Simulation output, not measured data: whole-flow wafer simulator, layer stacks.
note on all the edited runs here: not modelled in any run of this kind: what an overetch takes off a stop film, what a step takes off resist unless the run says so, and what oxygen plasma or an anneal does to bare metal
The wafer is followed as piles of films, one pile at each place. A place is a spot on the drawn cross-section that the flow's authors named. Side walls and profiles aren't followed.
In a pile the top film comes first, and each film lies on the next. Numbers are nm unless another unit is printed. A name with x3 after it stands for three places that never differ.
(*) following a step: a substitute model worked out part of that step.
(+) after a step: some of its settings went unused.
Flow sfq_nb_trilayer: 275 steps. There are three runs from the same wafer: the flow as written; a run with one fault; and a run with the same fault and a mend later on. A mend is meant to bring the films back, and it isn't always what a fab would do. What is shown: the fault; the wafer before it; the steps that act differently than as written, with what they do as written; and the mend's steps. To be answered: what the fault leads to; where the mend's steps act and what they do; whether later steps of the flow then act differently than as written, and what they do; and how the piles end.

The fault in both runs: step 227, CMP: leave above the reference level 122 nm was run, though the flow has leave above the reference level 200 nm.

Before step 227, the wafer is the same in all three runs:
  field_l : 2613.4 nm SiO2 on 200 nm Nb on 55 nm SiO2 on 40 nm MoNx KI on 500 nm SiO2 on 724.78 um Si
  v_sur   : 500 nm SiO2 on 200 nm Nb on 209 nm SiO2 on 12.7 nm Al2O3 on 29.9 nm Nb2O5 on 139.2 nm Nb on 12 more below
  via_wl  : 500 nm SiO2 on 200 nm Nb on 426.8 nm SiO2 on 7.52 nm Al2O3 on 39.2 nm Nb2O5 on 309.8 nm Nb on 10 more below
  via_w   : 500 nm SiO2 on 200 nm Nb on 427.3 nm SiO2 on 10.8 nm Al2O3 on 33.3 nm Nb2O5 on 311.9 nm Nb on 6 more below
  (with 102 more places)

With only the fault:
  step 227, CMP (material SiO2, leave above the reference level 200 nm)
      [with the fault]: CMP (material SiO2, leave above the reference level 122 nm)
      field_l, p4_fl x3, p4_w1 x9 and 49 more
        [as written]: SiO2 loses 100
        [with the fault]: SiO2 loses 178
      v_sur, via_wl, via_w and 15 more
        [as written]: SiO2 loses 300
        [with the fault]: SiO2 loses 378
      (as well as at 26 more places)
  Steps further on in the flow that do not act as written (3 other steps are not shown; they differ only slightly, by no more than 2% or 0.5 nm, whichever is larger):
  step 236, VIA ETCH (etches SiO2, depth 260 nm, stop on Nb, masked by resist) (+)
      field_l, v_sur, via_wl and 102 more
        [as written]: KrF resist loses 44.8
        [with the fault]: KrF resist loses 31.5
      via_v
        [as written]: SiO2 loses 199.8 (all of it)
        [with the fault]: SiO2 loses 121.8 (all of it)
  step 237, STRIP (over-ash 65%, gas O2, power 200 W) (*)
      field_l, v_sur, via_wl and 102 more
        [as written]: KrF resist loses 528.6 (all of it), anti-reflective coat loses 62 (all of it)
        [with the fault]: KrF resist loses 541.9 (all of it), anti-reflective coat loses 62 (all of it)
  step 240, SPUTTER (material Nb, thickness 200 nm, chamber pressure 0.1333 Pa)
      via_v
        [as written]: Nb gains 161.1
        [with the fault]: Nb gains 180.2
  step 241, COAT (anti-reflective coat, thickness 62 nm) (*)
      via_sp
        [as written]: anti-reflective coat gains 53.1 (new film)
        [with the fault]: anti-reflective coat gains 54.5 (new film)
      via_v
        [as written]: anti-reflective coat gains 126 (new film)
        [with the fault]: anti-reflective coat gains 107.6 (new film)
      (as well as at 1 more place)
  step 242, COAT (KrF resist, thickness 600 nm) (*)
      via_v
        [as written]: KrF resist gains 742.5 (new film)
        [with the fault]: KrF resist gains 676.9 (new film)
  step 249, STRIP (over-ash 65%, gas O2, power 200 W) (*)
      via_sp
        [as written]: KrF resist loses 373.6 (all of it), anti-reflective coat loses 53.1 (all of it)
        [with the fault]: KrF resist loses 379.1 (all of it), anti-reflective coat loses 54.5 (all of it)
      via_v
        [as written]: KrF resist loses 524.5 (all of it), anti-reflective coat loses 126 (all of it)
        [with the fault]: KrF resist loses 459.1 (all of it), anti-reflective coat loses 107.6 (all of it)
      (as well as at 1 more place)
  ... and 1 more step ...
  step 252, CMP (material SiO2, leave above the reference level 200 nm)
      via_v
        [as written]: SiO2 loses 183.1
        [with the fault]: SiO2 loses 159.3
  At field_l, v_sur, via_wl and 103 more, the piles at the end differ from the flow's by more than 2% or 0.5 nm, whichever is larger.
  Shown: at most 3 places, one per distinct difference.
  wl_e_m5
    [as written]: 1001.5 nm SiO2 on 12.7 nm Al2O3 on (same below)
    [with the fault]: 923.5 nm SiO2 on 12.7 nm Al2O3 on (same below)
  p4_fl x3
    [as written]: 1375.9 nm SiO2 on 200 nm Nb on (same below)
    [with the fault]: 1297.9 nm SiO2 on 200 nm Nb on (same below)
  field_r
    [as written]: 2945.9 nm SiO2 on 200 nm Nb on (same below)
    [with the fault]: 2867.9 nm SiO2 on 200 nm Nb on (same below)

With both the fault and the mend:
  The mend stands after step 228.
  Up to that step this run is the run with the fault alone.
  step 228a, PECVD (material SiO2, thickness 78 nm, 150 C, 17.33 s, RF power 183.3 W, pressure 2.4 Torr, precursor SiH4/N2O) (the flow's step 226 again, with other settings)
      field_l, v_sur, via_wl and 103 more
        SiO2 gains 78
  Later steps of the flow that are run all act as written at every place that is followed.
  The piles end the same as the flow's at every place that both follow.
